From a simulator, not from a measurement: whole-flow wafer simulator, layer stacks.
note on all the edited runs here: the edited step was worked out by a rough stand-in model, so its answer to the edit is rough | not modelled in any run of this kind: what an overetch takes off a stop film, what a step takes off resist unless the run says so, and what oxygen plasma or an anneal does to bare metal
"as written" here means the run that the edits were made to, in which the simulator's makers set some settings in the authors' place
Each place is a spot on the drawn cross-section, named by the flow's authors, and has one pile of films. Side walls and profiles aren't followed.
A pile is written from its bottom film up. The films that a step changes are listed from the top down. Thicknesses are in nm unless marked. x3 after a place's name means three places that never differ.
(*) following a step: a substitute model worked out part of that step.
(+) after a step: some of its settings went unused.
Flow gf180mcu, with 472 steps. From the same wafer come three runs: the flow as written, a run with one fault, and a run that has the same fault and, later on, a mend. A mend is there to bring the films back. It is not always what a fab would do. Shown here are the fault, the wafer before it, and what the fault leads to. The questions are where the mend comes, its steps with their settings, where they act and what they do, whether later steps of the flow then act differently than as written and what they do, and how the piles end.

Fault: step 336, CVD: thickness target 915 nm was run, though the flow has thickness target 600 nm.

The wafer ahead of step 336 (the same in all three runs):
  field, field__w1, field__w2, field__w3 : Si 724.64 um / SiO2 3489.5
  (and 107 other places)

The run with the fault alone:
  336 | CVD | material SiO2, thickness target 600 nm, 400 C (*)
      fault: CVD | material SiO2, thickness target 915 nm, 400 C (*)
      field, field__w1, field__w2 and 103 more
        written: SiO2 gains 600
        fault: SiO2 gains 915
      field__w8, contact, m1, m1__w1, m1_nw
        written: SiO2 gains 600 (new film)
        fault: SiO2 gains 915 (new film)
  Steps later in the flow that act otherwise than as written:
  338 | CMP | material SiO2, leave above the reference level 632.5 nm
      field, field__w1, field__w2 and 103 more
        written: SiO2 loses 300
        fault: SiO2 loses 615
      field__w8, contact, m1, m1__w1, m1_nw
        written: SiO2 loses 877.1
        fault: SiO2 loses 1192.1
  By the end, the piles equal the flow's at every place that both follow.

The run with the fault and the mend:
  The mend follows step 347.
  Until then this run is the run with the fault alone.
  348 | ETCH | chemistry C4F8/O2/Ar, etches SiO2, depth target 1275 nm, stop on TiN, over-etch 70%, masked by KrF resist (+) (the flow's step 348; as written it has depth target 960 nm)
      field, field__w1, field__w2 and 107 more
        KrF resist loses 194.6
      contact
        SiO2 loses 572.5 (all of it)
  None of the later steps of the flow differs from how it acts as written, at any place that is followed, by more than 2% or 0.5 nm, whichever is larger.
  By the end, the piles equal the flow's at every place that both follow.
